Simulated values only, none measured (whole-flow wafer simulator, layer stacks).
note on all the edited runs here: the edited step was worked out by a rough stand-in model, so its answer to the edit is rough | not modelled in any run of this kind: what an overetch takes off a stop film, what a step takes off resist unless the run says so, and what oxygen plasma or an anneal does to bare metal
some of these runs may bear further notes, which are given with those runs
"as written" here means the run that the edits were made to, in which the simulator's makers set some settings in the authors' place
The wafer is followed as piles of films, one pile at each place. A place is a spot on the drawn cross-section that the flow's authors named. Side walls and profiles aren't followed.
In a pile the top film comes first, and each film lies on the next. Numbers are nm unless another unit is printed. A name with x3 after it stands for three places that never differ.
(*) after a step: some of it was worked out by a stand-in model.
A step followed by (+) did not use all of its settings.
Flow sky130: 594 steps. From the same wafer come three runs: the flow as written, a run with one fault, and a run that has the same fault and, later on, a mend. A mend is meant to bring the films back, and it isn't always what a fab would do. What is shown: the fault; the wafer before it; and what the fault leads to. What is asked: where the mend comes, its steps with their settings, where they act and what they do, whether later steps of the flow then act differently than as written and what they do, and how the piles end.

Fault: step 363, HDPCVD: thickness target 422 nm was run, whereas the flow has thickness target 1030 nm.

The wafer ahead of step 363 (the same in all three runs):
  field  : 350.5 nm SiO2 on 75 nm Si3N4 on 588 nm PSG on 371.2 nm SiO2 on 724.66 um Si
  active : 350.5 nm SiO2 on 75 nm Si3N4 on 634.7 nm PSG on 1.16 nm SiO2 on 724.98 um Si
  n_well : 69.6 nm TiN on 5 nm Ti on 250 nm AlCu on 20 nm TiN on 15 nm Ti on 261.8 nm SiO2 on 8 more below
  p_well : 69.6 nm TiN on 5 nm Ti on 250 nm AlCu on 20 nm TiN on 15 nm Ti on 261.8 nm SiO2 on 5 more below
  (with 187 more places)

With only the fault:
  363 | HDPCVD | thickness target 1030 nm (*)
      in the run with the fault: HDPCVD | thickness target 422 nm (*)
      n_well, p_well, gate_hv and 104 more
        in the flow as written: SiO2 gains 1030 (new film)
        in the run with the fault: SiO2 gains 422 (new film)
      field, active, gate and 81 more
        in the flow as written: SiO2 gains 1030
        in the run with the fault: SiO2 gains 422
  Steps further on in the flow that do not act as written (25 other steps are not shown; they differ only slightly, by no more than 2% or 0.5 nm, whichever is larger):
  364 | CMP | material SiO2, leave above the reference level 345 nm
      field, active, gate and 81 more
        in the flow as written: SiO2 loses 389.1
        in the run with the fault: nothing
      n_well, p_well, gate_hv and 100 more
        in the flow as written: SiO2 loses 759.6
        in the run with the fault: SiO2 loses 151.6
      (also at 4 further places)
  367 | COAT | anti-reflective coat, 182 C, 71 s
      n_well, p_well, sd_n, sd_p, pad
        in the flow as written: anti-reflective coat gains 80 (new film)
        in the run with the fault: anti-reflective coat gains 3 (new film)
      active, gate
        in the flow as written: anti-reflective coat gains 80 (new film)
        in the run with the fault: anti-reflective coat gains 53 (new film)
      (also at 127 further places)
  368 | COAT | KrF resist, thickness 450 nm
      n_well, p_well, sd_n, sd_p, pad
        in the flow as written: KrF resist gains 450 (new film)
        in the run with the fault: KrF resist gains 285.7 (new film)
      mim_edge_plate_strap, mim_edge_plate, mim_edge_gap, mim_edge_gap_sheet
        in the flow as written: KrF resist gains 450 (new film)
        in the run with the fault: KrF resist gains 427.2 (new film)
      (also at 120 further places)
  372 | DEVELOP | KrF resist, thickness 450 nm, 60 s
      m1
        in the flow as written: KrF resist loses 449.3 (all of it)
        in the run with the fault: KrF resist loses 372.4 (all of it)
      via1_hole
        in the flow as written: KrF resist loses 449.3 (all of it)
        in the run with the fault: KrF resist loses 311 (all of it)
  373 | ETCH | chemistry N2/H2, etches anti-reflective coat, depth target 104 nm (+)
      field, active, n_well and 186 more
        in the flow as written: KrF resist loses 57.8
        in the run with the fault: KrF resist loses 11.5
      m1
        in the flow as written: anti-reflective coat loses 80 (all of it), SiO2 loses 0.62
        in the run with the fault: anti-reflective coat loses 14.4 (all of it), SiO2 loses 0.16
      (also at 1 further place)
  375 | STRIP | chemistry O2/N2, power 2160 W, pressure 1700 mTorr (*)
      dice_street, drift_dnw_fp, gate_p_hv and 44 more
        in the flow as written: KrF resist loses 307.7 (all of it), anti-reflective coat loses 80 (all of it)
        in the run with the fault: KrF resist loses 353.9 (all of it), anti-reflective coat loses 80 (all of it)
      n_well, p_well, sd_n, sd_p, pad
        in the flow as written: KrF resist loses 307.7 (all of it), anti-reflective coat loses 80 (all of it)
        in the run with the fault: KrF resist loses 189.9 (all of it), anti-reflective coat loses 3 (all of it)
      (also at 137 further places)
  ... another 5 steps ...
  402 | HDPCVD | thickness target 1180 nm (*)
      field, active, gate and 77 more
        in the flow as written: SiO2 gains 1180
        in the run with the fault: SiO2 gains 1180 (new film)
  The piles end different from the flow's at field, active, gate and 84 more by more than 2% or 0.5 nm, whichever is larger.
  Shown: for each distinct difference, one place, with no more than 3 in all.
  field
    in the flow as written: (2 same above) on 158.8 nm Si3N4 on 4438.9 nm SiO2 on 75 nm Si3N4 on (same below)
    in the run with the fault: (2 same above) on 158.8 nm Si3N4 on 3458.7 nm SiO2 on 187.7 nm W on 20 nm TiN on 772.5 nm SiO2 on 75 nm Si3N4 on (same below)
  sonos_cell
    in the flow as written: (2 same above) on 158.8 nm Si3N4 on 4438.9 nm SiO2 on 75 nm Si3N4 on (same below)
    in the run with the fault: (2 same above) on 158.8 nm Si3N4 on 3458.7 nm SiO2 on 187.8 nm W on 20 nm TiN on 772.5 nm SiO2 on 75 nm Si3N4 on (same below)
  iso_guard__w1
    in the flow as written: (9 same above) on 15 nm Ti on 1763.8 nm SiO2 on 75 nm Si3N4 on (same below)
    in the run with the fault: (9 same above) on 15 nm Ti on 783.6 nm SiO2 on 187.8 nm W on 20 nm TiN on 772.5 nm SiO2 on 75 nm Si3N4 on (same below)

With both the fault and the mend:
  After step 363 comes the mend.
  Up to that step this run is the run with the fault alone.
  363a | HDPCVD | thickness target 608 nm (*) (a further turn of the flow's step 363, with different settings)
      field, active, n_well and 188 more
        SiO2 gains 608
  Every later step of the flow that is run acts as written, at every place that is followed, to within 2% or 0.5 nm, whichever is larger.
  At every place that both follow, the piles at the end match the flow's.
